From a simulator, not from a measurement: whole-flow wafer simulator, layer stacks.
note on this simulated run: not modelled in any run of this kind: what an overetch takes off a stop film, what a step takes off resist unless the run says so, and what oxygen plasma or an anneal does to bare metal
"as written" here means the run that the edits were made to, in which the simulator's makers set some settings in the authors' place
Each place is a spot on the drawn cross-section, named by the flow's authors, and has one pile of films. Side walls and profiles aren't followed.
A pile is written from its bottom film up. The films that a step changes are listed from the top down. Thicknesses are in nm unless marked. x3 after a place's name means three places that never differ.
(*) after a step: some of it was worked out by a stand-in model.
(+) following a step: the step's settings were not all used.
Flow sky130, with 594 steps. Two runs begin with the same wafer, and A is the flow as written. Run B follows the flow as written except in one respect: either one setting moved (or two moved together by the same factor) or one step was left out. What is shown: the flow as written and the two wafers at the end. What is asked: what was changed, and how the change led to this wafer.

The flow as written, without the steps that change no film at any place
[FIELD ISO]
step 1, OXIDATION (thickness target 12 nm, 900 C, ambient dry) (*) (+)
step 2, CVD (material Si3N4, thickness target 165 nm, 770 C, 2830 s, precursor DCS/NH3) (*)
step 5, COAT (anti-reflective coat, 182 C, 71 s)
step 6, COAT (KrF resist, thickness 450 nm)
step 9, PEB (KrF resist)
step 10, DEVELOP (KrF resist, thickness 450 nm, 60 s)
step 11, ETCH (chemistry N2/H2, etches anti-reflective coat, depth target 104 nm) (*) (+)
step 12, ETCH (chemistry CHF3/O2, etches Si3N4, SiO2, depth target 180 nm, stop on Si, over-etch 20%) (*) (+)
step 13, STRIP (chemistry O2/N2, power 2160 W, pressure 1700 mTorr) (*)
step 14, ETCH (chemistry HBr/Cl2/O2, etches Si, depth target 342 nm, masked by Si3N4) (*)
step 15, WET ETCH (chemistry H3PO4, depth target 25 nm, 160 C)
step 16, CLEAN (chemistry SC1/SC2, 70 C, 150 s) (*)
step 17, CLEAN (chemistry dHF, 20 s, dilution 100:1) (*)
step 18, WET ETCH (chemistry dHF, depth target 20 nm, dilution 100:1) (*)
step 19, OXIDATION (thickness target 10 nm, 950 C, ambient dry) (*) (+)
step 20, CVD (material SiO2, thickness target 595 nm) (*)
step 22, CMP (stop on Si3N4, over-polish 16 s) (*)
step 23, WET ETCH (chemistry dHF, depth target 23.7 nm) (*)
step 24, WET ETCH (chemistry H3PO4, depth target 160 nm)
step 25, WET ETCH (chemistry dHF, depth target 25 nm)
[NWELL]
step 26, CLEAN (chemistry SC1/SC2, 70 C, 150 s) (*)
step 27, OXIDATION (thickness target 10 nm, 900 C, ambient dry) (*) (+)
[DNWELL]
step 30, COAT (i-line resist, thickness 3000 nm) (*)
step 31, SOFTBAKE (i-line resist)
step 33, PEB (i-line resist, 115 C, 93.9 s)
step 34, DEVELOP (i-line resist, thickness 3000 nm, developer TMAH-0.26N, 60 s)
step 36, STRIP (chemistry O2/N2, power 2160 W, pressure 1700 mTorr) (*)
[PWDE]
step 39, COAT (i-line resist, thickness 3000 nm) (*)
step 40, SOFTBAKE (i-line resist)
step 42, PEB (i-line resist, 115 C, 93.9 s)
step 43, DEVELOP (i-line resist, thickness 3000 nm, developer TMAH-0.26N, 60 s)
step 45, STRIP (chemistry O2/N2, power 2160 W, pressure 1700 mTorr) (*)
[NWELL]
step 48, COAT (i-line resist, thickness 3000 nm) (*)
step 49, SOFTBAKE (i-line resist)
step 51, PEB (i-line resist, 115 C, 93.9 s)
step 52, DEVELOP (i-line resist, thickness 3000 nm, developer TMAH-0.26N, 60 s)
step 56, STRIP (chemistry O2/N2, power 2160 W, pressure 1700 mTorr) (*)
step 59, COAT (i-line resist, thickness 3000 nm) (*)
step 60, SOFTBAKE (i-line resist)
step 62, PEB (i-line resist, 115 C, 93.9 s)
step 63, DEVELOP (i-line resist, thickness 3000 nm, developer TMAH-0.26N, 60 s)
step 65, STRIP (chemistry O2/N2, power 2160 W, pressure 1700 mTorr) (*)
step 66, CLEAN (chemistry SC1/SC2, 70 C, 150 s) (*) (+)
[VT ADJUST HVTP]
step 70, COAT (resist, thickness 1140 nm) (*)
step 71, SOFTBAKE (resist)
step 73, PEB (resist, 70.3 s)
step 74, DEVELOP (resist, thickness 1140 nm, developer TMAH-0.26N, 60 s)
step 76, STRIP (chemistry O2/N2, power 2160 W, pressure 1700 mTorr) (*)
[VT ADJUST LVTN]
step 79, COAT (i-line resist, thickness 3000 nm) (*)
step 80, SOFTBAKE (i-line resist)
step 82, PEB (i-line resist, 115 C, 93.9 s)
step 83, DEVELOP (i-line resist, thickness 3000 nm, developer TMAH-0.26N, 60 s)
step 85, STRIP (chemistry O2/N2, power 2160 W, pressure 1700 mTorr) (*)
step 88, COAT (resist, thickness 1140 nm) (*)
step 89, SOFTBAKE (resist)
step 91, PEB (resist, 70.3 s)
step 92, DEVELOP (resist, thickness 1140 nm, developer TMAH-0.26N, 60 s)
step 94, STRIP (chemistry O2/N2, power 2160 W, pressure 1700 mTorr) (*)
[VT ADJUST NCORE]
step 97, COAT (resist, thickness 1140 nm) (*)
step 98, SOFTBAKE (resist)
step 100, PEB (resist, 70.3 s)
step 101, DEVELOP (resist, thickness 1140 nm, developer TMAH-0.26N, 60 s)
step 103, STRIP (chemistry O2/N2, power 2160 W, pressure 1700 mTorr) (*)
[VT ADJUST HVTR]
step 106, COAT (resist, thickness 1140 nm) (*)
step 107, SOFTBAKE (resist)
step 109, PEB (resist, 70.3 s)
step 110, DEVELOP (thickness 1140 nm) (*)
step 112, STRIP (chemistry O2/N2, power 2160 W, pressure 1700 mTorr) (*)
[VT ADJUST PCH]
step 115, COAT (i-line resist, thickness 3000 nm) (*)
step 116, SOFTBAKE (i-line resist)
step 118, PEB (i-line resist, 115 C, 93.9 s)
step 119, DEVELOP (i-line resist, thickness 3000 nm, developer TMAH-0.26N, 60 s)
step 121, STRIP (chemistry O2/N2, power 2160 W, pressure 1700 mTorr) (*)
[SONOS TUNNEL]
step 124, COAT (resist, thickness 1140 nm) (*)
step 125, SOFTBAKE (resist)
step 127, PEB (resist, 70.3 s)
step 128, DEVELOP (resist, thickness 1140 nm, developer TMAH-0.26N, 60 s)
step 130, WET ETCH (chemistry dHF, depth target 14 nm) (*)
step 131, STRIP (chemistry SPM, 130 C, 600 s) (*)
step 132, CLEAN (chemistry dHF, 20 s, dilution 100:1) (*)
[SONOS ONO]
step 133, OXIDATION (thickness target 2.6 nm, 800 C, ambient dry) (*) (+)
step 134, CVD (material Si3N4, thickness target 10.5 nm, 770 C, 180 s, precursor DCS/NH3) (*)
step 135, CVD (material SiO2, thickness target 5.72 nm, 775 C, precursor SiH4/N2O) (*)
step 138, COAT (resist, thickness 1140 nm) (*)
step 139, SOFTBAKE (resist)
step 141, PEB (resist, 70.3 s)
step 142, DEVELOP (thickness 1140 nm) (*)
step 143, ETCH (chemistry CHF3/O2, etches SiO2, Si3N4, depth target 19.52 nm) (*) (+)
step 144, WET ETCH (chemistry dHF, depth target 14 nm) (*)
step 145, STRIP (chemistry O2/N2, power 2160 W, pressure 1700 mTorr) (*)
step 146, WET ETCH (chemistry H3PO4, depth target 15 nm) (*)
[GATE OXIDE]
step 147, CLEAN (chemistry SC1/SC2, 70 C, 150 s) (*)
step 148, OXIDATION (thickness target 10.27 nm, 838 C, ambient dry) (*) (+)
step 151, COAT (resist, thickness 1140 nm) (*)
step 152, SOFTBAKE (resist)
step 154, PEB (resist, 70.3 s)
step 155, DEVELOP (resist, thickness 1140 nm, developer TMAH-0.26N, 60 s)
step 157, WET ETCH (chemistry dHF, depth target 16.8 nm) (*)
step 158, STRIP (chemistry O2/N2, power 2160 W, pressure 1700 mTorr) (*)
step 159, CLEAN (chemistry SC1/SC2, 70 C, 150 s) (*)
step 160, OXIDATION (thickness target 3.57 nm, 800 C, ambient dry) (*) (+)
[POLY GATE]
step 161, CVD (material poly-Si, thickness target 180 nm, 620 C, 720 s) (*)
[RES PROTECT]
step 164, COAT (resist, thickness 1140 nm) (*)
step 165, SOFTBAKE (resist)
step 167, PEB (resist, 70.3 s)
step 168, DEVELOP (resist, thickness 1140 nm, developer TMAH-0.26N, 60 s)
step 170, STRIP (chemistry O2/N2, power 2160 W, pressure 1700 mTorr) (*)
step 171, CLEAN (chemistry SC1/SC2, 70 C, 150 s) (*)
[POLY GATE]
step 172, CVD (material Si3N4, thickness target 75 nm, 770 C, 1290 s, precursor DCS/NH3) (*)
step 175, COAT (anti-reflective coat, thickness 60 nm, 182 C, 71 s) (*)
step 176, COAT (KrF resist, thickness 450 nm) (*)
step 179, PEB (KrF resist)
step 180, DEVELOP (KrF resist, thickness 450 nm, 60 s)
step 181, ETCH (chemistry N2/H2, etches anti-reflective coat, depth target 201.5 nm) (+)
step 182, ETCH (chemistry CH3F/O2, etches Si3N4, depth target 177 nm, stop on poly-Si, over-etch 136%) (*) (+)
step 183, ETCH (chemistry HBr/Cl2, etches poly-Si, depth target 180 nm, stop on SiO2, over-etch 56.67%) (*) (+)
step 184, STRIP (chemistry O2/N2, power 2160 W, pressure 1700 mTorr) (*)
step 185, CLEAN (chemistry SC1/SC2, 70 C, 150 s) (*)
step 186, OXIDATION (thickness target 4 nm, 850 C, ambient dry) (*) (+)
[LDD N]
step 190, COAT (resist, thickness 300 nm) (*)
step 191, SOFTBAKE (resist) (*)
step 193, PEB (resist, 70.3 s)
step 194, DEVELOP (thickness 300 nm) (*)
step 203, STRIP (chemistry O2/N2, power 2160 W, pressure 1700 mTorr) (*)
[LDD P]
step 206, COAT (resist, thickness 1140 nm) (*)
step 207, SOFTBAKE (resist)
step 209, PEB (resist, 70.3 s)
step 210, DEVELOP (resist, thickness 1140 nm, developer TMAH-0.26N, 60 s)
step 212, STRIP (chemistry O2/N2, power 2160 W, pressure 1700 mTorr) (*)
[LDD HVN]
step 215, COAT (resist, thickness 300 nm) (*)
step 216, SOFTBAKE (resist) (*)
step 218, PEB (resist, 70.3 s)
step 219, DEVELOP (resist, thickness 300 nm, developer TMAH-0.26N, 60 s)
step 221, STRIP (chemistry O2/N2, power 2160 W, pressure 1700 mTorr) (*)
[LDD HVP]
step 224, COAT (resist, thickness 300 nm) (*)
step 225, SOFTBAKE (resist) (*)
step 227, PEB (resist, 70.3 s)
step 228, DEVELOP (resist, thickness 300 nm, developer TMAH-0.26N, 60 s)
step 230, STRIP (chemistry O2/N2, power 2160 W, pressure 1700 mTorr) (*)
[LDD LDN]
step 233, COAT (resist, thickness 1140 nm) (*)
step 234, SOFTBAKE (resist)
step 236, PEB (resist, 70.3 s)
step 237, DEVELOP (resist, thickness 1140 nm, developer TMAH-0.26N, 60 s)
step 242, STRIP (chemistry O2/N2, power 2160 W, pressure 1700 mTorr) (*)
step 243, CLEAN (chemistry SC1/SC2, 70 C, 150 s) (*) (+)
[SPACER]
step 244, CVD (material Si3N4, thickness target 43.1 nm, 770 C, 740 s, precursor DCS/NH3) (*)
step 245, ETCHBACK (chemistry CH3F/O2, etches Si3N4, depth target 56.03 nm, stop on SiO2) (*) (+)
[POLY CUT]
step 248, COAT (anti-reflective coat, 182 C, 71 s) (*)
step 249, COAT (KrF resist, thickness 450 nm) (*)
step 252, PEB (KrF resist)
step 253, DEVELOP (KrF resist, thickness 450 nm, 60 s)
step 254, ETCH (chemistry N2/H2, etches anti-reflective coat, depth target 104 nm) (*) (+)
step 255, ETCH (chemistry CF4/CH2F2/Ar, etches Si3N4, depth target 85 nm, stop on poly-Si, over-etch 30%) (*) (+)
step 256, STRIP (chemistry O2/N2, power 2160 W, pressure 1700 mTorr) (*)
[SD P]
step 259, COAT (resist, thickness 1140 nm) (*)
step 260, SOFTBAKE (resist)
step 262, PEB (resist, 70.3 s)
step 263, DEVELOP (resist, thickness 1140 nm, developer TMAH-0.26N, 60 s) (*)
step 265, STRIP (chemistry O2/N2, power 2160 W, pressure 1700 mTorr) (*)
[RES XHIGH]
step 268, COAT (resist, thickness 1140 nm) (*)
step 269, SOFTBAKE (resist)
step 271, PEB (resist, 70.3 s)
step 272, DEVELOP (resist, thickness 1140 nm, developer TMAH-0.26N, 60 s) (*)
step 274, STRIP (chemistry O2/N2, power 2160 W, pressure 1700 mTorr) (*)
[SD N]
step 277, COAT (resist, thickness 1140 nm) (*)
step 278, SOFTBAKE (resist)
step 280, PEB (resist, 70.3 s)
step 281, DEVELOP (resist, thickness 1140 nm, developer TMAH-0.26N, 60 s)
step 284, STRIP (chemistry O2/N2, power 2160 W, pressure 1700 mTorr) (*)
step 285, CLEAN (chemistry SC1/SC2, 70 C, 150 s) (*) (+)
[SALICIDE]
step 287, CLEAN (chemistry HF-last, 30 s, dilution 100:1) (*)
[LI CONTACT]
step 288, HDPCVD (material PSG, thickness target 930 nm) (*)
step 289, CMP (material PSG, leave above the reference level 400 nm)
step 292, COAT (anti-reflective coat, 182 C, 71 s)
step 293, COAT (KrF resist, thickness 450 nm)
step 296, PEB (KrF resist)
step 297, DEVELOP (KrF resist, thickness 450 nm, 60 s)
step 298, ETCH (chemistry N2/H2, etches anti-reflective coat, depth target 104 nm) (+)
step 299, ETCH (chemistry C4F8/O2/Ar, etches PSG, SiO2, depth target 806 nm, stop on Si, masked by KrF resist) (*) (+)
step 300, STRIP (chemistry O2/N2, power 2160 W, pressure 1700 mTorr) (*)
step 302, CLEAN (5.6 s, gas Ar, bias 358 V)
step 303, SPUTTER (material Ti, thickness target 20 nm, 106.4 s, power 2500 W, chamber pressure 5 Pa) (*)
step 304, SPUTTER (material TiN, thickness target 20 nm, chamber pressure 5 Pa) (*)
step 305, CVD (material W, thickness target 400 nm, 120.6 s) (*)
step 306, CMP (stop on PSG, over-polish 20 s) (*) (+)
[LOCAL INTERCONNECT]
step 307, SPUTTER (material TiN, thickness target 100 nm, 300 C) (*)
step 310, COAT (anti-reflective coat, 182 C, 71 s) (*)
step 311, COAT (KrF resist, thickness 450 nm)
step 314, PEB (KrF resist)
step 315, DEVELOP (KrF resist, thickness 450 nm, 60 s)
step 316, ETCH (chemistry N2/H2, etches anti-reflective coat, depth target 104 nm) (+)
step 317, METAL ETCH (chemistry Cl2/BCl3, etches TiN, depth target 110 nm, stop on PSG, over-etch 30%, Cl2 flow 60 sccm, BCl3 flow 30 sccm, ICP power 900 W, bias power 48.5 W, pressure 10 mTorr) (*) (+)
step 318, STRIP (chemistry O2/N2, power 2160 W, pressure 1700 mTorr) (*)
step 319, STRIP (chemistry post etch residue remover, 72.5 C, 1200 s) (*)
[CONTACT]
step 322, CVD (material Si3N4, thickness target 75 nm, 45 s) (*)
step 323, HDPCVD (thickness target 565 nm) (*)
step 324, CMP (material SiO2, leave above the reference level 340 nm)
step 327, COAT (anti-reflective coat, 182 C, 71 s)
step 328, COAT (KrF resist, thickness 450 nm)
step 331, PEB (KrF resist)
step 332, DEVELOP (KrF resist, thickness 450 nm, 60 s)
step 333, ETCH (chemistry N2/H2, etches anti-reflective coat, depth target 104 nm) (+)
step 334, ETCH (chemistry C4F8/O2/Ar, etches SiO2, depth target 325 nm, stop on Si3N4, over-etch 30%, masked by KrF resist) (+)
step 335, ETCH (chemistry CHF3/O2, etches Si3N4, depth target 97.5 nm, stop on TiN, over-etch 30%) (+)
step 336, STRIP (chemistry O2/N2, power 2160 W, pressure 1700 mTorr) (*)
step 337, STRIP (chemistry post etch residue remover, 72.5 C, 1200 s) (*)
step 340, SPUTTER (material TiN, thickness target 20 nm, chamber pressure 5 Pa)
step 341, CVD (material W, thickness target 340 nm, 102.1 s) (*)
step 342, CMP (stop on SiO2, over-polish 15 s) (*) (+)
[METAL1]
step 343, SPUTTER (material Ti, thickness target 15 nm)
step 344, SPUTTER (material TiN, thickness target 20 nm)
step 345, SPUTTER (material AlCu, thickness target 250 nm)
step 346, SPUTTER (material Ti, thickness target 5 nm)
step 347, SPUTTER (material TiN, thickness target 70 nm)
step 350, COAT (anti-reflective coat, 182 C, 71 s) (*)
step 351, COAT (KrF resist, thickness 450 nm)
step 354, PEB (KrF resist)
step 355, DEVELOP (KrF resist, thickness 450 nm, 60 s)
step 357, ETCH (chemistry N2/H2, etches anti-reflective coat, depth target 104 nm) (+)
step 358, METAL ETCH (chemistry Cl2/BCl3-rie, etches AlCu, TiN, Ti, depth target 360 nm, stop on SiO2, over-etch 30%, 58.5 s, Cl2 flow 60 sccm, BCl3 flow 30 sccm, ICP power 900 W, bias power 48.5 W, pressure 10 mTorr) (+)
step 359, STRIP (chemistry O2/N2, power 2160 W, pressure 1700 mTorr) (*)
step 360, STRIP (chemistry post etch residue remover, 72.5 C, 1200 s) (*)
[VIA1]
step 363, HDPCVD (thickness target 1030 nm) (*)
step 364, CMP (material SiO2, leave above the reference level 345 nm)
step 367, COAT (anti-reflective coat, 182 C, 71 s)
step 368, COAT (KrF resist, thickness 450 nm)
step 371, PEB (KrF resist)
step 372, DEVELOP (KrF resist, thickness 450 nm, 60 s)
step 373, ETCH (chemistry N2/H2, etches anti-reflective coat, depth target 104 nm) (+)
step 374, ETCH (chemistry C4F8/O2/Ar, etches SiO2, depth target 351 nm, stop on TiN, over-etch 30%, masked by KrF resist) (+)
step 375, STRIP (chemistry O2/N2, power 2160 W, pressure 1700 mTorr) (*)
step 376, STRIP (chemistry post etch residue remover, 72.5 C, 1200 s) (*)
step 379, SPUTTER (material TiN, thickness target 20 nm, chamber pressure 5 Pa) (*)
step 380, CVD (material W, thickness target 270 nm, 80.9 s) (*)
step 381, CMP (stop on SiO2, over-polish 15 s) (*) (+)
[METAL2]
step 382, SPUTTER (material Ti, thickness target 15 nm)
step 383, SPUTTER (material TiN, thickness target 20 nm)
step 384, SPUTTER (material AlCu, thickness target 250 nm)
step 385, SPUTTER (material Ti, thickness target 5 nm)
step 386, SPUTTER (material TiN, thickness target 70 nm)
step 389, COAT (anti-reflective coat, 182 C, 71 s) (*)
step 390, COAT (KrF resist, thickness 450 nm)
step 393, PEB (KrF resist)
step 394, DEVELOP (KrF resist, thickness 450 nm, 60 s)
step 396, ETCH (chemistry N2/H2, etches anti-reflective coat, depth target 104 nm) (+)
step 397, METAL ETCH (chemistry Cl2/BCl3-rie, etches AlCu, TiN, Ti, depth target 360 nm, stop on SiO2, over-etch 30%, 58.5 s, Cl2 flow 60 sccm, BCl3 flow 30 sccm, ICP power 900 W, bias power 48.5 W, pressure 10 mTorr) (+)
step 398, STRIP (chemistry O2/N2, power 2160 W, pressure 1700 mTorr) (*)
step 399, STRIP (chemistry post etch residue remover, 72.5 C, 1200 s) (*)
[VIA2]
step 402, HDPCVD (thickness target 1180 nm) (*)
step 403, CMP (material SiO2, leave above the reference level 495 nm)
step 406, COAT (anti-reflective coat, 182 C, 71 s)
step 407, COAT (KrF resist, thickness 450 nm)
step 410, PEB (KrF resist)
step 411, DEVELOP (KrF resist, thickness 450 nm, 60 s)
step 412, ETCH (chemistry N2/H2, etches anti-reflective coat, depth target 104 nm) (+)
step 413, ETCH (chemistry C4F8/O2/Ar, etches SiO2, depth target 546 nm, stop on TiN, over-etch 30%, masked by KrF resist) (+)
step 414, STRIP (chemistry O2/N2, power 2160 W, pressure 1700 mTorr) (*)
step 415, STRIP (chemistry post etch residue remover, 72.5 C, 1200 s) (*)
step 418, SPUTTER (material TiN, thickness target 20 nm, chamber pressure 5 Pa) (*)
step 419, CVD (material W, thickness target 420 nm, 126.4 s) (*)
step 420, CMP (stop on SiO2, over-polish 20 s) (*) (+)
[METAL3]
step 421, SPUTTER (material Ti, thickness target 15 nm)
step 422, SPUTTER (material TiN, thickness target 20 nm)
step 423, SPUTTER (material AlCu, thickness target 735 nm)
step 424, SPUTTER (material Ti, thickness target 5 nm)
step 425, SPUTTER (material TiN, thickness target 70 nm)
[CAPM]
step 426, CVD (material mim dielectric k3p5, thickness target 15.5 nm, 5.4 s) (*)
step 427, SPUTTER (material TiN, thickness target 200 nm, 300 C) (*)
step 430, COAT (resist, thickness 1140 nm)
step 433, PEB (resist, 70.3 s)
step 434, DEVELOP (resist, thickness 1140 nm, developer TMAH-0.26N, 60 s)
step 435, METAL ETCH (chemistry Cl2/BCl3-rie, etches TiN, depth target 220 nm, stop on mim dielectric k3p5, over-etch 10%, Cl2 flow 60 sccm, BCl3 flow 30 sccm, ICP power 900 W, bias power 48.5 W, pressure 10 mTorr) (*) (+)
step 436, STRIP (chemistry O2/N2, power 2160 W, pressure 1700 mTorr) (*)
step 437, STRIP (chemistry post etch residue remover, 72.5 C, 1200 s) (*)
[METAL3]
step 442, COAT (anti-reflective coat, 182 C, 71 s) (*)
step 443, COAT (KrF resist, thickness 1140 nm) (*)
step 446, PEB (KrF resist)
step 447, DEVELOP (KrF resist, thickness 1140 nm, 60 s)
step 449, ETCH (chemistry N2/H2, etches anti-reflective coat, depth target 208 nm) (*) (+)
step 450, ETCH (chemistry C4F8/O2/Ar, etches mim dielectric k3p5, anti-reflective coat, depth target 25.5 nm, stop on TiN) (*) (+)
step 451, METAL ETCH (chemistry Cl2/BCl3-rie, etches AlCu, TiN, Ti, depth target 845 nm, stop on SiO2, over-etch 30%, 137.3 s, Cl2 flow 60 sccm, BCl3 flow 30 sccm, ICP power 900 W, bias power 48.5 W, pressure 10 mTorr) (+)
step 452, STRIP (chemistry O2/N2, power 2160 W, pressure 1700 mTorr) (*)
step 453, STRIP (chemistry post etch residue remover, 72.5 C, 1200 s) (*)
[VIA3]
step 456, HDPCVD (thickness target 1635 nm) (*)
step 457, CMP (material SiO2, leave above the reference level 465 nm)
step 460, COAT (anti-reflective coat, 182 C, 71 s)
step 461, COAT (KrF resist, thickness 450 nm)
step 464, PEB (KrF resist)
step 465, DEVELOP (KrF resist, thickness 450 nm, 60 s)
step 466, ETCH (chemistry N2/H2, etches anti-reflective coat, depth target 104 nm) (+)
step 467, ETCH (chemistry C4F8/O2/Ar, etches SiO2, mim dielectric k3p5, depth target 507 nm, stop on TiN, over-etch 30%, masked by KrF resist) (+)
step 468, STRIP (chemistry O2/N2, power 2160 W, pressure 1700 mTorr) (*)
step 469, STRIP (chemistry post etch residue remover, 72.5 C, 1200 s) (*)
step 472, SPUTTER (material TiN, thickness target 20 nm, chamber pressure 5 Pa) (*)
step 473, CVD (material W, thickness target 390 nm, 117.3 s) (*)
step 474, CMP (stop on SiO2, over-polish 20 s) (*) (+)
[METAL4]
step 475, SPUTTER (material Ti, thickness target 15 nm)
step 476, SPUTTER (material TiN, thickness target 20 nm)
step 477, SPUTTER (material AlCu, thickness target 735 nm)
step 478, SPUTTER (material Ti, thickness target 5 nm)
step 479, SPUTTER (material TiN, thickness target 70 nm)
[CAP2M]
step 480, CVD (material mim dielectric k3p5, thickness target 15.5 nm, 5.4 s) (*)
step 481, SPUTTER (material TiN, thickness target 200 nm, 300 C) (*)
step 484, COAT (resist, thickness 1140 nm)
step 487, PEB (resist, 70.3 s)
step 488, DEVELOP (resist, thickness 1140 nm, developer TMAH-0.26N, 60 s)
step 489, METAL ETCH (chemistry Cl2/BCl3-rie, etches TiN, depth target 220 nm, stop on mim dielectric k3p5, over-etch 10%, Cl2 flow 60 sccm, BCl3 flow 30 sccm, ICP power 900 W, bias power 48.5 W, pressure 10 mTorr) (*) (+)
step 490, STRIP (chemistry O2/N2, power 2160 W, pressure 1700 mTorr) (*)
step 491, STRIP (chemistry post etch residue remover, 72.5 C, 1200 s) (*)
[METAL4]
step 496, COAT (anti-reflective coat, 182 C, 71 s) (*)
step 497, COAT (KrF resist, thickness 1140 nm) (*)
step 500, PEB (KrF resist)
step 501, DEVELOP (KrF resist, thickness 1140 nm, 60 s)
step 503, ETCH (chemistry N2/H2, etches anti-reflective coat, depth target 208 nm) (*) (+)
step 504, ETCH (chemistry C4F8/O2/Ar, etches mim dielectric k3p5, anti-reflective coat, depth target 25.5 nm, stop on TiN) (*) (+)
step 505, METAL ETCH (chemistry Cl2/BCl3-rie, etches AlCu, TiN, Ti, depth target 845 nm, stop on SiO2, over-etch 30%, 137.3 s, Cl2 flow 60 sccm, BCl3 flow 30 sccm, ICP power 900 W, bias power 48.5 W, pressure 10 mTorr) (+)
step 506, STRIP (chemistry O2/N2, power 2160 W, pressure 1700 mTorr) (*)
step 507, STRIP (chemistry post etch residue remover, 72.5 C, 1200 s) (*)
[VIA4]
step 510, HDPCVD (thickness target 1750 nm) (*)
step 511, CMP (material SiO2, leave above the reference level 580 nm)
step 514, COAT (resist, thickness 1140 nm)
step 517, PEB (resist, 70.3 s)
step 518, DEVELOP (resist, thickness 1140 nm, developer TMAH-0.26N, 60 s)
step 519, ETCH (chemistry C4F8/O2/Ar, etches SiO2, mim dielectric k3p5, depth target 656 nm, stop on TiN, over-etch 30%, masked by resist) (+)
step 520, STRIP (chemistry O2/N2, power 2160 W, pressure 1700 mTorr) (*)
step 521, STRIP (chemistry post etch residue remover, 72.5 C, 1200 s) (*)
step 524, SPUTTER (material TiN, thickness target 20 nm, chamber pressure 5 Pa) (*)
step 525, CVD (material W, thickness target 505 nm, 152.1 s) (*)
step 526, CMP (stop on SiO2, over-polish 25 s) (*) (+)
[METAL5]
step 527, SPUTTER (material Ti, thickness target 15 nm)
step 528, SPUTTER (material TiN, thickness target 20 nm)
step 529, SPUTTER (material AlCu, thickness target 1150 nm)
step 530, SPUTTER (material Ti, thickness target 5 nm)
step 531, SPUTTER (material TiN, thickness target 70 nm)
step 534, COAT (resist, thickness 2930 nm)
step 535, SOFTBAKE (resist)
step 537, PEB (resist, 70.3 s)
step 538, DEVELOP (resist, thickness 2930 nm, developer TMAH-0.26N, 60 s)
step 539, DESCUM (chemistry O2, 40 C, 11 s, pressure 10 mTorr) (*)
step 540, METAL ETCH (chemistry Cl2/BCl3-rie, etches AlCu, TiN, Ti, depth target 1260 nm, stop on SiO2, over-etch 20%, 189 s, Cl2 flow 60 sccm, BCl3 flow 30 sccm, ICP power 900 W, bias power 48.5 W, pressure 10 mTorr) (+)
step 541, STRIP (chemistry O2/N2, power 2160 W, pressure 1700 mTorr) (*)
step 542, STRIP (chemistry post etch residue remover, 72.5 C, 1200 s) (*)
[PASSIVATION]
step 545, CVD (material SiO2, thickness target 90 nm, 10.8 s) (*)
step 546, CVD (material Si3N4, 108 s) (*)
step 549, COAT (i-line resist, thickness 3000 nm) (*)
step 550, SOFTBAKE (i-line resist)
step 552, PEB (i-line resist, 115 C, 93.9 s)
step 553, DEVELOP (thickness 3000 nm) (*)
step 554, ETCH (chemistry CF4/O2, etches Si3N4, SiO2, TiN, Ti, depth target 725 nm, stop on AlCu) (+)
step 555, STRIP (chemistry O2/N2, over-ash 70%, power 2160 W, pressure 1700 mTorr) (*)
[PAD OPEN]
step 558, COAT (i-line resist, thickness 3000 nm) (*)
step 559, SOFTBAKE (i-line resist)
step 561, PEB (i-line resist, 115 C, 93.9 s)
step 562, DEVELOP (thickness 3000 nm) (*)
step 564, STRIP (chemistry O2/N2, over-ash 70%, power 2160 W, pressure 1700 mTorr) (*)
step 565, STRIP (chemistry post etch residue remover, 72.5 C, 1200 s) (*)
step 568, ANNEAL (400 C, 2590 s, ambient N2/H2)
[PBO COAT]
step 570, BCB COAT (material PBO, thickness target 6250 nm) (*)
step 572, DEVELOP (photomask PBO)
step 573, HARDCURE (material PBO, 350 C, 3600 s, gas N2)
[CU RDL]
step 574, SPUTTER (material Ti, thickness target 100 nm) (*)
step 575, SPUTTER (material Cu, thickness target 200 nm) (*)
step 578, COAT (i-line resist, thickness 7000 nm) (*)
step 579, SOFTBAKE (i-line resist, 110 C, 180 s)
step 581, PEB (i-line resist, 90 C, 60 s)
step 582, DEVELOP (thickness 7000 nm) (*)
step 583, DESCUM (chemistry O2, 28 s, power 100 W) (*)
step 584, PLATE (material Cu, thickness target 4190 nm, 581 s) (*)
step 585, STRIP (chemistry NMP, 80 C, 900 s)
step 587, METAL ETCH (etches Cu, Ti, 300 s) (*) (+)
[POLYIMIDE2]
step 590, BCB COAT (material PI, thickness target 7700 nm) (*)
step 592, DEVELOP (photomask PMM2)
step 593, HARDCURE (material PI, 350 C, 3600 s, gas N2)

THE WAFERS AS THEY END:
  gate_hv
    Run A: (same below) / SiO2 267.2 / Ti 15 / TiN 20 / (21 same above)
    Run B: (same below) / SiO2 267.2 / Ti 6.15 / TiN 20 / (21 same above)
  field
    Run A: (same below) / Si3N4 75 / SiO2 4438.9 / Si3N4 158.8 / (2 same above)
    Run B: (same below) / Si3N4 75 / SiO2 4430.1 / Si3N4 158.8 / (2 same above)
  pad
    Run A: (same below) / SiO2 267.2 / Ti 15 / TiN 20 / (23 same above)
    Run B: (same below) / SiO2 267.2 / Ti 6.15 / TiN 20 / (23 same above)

Cause: step 382, SPUTTER: thickness target 6.15 nm was run, while the flow as written has thickness target 15 nm.
The wafer itself shows it: gate_hv has Ti 6.15, and step 382 as written asks for 15 nm.

The path from the change to this, step by step:
  step 382, SPUTTER (material Ti, thickness target 15 nm)
      field, active, n_well and 188 more: A +15 Ti (new film) | B +6.15 Ti (new film)
  step 397, METAL ETCH (chemistry Cl2/BCl3-rie, etches AlCu, TiN, Ti, depth target 360 nm, stop on SiO2, over-etch 30%, 58.5 s, Cl2 flow 60 sccm, BCl3 flow 30 sccm, ICP power 900 W, bias power 48.5 W, pressure 10 mTorr) (+)
      field, active, gate and 82 more: A -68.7 TiN (all of it), -5 Ti (all of it), -250 AlCu (all of it), -20 TiN (all of it), -15 Ti (all of it), -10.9 SiO2 | B -68.7 TiN (all of it), -5 Ti (all of it), -250 AlCu (all of it), -20 TiN (all of it), -6.15 Ti (all of it), -11.8 SiO2
  step 550, SOFTBAKE (i-line resist)
      via1_hole: A -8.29 i-line resist | B -7.42 i-line resist
      via1_enc: A -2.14 i-line resist | B -1.33 i-line resist
  step 559, SOFTBAKE (i-line resist)
      via1_hole: A -8.29 i-line resist | B -7.42 i-line resist
      via1_enc: A -2.14 i-line resist | B -1.33 i-line resist
